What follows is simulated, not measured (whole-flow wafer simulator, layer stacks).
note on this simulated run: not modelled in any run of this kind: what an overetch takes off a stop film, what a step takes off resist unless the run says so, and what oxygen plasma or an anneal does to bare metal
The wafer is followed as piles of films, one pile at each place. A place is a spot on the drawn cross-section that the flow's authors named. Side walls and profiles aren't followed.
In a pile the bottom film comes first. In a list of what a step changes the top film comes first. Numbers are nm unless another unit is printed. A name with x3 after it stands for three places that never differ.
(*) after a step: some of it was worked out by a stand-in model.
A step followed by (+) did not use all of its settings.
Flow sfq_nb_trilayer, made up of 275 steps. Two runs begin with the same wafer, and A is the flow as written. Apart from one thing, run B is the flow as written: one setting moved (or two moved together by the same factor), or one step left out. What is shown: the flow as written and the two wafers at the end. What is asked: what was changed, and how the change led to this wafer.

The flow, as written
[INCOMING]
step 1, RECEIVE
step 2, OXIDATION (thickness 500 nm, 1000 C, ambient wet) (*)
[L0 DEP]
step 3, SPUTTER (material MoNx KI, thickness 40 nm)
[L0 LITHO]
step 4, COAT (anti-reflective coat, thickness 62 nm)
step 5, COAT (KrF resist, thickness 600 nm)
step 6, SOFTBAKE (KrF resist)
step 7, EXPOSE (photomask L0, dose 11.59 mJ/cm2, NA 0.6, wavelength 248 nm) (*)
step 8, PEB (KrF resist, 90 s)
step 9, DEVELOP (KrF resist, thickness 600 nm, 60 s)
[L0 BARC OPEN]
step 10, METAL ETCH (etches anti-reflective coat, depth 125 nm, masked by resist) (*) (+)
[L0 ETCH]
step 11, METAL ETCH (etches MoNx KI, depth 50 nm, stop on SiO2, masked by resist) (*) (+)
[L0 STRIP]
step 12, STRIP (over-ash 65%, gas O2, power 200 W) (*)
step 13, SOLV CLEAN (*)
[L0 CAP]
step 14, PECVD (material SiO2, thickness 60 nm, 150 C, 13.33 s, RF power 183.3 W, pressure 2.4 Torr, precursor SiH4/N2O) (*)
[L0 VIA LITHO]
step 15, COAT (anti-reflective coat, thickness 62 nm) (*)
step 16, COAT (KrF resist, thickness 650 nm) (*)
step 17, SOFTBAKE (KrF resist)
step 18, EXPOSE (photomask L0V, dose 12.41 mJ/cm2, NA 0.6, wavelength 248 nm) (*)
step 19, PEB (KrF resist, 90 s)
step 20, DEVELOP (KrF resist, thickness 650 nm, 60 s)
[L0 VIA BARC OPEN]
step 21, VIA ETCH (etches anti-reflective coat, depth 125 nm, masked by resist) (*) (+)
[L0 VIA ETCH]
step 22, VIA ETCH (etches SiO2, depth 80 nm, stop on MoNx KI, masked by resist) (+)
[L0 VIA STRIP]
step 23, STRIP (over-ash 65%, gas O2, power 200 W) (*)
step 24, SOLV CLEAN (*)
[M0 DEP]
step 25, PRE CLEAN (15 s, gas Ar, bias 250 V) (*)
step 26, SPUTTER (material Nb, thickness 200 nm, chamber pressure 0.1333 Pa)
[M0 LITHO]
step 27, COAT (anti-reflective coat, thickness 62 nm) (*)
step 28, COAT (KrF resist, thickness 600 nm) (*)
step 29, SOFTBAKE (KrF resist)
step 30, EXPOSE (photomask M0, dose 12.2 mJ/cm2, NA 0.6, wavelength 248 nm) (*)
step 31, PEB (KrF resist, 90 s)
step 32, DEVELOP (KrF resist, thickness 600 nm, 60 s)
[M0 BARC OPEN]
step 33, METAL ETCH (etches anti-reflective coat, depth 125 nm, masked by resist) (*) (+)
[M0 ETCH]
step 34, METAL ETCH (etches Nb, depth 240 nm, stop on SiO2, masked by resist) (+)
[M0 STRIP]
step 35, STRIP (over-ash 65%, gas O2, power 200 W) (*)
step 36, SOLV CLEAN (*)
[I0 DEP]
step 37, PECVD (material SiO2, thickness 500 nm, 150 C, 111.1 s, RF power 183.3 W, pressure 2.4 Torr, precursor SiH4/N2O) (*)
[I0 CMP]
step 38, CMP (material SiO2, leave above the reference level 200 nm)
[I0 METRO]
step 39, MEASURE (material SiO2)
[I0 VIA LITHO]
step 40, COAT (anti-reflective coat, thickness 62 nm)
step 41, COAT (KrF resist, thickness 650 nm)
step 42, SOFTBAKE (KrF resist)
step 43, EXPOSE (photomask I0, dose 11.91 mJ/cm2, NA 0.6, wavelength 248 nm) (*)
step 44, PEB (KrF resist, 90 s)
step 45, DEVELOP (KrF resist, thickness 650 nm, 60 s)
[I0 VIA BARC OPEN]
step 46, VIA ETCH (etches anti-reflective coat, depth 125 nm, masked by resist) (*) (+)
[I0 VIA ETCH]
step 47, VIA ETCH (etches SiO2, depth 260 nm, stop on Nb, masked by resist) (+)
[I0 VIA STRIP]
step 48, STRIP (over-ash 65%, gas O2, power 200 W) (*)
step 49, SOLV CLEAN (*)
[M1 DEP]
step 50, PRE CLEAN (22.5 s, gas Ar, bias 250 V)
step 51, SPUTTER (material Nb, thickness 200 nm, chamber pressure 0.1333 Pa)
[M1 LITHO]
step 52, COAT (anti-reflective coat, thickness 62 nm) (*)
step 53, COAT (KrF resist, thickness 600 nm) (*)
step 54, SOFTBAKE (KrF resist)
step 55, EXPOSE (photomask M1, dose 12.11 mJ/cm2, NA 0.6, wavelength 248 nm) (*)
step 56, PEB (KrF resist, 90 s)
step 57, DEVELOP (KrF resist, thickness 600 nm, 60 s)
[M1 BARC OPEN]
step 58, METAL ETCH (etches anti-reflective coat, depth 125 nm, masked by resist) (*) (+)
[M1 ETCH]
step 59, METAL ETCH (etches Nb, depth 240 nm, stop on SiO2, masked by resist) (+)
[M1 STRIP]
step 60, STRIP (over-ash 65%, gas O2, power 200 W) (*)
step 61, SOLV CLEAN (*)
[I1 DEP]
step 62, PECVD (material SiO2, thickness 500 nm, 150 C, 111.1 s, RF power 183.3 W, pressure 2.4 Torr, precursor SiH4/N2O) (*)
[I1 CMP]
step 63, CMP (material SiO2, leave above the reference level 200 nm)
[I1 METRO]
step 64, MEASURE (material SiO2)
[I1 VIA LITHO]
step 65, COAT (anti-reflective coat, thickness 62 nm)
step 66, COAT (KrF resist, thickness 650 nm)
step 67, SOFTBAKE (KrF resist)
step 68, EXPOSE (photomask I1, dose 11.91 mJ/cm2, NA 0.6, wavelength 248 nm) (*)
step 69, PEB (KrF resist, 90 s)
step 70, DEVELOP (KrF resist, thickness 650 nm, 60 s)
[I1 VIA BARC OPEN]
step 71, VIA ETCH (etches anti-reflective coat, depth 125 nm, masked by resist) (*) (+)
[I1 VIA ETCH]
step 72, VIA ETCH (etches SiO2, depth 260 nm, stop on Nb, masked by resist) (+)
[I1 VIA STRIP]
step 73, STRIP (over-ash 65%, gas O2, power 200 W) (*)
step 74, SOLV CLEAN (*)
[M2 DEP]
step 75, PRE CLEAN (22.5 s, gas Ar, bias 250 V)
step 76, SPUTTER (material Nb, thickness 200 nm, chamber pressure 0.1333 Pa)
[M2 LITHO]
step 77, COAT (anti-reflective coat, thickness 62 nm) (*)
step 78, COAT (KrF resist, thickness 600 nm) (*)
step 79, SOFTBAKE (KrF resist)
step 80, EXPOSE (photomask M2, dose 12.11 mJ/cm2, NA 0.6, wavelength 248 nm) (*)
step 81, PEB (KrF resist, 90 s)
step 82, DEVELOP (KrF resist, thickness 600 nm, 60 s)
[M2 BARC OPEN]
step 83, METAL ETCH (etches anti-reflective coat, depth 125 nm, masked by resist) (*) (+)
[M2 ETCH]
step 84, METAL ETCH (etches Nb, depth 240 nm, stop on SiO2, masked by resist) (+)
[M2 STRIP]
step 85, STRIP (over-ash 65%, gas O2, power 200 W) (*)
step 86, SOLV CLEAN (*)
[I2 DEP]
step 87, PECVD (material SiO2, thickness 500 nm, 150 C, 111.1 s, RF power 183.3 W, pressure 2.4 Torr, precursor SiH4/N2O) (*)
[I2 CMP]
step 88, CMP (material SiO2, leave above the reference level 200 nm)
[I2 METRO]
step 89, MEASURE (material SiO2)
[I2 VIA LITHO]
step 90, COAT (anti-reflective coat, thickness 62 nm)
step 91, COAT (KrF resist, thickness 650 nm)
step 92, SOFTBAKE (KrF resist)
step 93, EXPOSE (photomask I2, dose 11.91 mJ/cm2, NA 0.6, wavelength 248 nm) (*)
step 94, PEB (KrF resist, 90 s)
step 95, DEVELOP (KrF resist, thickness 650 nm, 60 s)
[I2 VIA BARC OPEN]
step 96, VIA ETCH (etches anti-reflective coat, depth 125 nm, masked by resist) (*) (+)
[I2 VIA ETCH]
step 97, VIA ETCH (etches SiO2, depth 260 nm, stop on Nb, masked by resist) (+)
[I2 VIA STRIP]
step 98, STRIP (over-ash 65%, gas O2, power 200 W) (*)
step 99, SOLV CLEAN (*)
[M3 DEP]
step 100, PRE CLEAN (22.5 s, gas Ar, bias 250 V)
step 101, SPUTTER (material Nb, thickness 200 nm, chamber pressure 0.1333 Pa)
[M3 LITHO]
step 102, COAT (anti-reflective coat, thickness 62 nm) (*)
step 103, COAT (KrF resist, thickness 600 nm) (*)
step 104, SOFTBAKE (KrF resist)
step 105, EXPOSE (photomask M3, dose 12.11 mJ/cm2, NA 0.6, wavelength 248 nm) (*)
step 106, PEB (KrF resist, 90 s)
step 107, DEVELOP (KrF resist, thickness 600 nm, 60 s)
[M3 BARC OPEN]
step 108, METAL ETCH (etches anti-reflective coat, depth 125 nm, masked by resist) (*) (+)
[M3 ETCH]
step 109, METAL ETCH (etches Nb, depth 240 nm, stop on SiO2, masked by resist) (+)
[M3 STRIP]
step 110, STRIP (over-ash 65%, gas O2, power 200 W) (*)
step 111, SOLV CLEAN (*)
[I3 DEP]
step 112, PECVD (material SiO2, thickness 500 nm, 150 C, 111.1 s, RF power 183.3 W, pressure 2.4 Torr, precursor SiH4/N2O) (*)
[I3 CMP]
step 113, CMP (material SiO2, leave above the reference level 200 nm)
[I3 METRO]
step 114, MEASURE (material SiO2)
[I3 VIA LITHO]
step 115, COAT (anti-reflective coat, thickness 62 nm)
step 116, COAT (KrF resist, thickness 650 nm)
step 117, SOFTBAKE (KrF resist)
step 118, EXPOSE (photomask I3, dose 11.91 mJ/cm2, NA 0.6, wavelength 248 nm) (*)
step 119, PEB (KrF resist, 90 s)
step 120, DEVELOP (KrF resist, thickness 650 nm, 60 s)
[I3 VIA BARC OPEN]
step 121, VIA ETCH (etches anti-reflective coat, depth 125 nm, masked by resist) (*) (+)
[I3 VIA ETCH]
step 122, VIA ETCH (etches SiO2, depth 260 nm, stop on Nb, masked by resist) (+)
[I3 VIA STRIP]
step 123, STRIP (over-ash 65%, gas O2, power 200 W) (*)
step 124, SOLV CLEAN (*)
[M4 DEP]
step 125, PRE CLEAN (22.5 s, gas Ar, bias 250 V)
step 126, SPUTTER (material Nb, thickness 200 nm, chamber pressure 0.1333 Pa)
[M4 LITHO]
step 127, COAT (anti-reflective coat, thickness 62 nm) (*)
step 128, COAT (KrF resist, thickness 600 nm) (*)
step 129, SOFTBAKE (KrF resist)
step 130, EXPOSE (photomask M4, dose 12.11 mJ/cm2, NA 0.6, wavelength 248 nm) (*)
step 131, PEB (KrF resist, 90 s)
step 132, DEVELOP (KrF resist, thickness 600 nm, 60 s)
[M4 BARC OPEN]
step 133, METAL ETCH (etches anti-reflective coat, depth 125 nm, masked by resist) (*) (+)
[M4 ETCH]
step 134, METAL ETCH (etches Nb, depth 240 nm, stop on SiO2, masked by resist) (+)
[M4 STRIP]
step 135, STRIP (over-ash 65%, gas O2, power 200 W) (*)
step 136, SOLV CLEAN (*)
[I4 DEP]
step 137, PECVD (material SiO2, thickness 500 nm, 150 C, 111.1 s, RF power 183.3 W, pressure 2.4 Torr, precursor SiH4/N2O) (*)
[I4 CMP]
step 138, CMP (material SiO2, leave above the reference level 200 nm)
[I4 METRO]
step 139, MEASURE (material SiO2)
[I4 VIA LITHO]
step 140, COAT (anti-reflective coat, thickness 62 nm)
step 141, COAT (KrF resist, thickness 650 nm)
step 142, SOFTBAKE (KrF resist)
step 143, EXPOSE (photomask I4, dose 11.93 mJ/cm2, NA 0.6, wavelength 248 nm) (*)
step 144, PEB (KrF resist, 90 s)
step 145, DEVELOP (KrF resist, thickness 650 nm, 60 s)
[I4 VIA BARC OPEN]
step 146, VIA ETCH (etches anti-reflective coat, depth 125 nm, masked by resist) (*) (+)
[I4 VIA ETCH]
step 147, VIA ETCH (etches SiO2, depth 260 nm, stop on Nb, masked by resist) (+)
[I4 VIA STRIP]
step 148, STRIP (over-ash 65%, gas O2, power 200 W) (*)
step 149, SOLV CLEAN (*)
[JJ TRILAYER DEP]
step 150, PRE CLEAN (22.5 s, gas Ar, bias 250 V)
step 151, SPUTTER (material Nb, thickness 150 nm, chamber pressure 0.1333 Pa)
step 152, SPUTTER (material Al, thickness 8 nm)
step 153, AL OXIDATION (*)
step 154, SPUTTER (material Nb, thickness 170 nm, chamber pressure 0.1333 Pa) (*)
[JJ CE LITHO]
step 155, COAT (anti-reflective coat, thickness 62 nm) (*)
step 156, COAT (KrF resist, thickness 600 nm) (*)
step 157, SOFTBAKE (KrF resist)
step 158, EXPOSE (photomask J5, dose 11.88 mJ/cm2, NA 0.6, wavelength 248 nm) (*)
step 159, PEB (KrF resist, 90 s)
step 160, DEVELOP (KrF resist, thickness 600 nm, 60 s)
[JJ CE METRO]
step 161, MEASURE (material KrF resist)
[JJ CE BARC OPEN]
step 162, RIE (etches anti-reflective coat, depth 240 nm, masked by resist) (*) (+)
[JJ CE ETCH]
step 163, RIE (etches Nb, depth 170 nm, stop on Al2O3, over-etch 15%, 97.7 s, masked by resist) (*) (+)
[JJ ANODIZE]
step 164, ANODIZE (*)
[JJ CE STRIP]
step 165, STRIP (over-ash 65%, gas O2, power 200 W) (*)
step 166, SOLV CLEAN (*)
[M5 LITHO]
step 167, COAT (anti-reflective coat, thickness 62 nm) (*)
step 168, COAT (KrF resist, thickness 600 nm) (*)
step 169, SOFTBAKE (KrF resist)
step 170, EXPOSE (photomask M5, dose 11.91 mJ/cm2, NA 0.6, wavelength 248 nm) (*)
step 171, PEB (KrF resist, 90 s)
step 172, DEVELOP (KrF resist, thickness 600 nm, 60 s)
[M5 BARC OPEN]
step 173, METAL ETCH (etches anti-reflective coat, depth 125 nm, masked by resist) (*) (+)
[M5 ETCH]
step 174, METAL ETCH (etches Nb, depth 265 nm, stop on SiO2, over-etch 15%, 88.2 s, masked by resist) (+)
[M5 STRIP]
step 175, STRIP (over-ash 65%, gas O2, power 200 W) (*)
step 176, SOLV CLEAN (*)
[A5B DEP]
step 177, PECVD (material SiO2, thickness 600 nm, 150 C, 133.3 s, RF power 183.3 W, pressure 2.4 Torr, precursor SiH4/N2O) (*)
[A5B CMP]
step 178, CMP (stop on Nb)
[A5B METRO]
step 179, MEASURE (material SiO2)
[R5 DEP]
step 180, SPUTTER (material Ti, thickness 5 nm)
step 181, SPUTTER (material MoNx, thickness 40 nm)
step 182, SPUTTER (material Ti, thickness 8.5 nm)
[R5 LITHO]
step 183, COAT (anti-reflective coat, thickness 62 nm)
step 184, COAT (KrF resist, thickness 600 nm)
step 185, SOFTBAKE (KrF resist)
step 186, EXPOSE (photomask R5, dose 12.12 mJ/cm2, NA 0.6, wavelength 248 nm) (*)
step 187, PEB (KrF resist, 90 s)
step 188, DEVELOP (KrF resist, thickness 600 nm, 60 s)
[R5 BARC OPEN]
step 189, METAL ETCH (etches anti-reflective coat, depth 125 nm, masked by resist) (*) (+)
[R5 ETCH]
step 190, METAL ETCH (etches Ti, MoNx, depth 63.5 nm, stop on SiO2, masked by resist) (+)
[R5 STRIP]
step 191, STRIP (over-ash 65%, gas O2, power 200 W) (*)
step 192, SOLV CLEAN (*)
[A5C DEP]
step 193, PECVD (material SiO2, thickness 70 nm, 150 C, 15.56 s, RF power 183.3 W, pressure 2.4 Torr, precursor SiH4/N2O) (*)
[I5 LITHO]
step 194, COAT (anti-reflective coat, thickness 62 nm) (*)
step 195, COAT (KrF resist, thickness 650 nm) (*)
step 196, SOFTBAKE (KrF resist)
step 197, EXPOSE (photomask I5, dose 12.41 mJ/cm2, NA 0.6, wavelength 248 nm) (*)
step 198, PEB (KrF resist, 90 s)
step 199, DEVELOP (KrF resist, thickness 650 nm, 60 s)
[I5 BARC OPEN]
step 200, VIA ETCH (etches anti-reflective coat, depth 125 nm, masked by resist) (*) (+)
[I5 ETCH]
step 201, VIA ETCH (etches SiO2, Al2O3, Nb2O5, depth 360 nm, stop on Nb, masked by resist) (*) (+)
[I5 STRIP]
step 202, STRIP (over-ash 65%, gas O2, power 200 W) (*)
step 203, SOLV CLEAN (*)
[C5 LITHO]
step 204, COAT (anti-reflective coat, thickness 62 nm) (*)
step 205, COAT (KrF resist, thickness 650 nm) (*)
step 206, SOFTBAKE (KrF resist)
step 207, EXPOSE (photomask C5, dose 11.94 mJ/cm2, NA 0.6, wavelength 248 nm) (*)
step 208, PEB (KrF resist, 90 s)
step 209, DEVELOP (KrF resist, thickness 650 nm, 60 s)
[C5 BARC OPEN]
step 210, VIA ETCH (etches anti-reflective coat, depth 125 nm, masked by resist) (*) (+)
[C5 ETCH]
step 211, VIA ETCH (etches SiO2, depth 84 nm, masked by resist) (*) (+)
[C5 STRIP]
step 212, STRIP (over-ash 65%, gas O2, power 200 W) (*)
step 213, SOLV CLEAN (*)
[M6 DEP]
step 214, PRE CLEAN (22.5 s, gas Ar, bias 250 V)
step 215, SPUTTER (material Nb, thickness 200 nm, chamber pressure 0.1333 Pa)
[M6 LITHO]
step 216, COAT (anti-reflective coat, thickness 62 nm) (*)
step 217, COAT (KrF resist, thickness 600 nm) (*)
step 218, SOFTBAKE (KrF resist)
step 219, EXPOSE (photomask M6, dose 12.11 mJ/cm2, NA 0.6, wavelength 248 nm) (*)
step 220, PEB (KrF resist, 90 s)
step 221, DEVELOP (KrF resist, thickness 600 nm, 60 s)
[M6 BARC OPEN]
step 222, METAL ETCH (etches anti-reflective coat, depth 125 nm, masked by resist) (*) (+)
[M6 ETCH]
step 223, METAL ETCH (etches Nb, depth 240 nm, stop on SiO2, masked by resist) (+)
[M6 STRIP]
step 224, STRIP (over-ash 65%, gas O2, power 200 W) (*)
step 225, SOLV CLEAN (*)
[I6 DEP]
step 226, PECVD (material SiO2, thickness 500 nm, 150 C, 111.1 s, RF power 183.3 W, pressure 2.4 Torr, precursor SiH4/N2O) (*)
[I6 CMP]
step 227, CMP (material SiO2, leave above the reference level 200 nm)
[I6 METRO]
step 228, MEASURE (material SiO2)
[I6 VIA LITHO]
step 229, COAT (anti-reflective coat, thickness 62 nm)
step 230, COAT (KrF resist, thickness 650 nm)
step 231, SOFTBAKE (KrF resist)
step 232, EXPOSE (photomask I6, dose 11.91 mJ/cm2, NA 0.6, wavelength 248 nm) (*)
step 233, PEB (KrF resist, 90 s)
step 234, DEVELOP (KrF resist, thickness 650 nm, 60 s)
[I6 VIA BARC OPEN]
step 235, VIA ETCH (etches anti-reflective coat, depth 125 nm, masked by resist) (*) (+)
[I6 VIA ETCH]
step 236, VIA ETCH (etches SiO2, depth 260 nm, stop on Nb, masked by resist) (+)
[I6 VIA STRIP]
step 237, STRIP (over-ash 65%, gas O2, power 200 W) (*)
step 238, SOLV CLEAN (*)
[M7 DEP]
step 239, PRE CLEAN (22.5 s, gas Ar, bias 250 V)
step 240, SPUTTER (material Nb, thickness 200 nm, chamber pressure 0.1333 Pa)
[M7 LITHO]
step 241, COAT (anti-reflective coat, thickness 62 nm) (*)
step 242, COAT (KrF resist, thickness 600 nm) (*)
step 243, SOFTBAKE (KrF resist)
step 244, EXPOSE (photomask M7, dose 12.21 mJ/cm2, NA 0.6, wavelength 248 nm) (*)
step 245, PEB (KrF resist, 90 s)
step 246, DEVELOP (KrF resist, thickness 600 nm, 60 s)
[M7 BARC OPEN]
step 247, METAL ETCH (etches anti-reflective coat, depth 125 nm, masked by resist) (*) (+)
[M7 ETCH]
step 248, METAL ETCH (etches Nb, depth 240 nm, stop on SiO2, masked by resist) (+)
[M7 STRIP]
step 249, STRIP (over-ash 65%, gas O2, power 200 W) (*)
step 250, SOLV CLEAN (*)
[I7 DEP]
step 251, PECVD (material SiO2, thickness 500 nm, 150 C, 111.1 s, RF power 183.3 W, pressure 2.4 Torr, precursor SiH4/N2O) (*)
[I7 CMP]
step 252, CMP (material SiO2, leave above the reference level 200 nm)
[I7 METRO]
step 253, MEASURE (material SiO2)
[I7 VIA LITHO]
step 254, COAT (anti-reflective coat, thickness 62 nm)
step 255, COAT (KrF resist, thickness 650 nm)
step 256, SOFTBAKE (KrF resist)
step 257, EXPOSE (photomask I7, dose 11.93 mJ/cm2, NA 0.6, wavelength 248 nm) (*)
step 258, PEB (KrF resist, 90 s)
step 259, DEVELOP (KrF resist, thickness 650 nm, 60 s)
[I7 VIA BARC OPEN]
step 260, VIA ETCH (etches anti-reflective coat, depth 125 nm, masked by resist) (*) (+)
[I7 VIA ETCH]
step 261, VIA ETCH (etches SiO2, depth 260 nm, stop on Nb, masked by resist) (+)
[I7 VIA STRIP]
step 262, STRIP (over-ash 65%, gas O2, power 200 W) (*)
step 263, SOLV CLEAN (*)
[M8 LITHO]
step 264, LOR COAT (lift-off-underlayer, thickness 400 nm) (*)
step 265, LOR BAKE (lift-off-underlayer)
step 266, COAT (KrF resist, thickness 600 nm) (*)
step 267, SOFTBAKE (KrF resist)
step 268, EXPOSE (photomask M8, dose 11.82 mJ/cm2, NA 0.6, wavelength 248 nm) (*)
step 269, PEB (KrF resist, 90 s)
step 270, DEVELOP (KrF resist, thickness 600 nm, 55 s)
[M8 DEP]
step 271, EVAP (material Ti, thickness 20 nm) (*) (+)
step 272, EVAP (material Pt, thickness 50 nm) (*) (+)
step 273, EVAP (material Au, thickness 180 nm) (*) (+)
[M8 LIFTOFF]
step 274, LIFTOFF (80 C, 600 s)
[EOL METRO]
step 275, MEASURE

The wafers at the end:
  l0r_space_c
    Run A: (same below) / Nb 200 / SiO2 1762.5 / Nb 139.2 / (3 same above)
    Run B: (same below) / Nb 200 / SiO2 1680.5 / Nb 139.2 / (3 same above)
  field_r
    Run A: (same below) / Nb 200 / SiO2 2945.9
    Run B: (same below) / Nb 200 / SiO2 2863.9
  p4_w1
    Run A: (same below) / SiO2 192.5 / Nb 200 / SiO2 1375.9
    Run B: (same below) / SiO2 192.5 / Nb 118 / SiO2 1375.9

The reason: step 126, SPUTTER: thickness 118 nm was run, though the flow has thickness 200 nm.
One can read it off the wafer: p4_w1 has Nb 118, and step 126 as written asks for 200 nm.

How this came from the change, step by step:
  step 126, SPUTTER (material Nb, thickness 200 nm, chamber pressure 0.1333 Pa)
      field_l, v_sur, via_wl and 102 more: A Nb gains 200 (new film) | B Nb gains 118 (new film)
      via_v: A Nb gains 165.5 | B Nb gains 97.3
  step 127, COAT (anti-reflective coat, thickness 62 nm) (*)
      via_v: A anti-reflective coat gains 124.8 (new film) | B anti-reflective coat gains 120.7 (new film)
  step 134, METAL ETCH (etches Nb, depth 240 nm, stop on SiO2, masked by resist) (+)
      field_l, be, be_sur and 64 more: A Nb loses 200 (all of it) | B Nb loses 118 (all of it)
      v_sur, via_wl, via_w and 36 more: A KrF resist loses 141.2 | B KrF resist loses 104.1
  step 135, STRIP (over-ash 65%, gas O2, power 200 W) (*)
      p4_fl, p4_fm, p4_w1 and 26 more: A KrF resist loses 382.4 (all of it), anti-reflective coat loses 62 (all of it) | B KrF resist loses 419.4 (all of it), anti-reflective coat loses 62 (all of it)
      ln_m5, lsp_m, ln_m6: A KrF resist loses 381.9 (all of it), anti-reflective coat loses 61.8 (all of it) | B KrF resist loses 419 (all of it), anti-reflective coat loses 61.8 (all of it)
      (as well as at 7 more places)
  step 137, PECVD (material SiO2, thickness 500 nm, 150 C, 111.1 s, RF power 183.3 W, pressure 2.4 Torr, precursor SiH4/N2O) (*)
      p3_s0, p3_s1, p3_s2, p3_s3, p3_s4, p3_s5: A SiO2 gains 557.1 | B SiO2 gains 500
      via_v: A SiO2 gains 615 (new film) | B SiO2 gains 592.7 (new film)
  step 138, CMP (material SiO2, leave above the reference level 200 nm)
      field_l, be, be_sur and 55 more: A SiO2 loses 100 | B SiO2 loses 182
      p3_s0, p3_s1, p3_s2, p3_s3, p3_s4, p3_s5: A SiO2 loses 157.1 | B SiO2 loses 182
      (as well as at 4 more places)
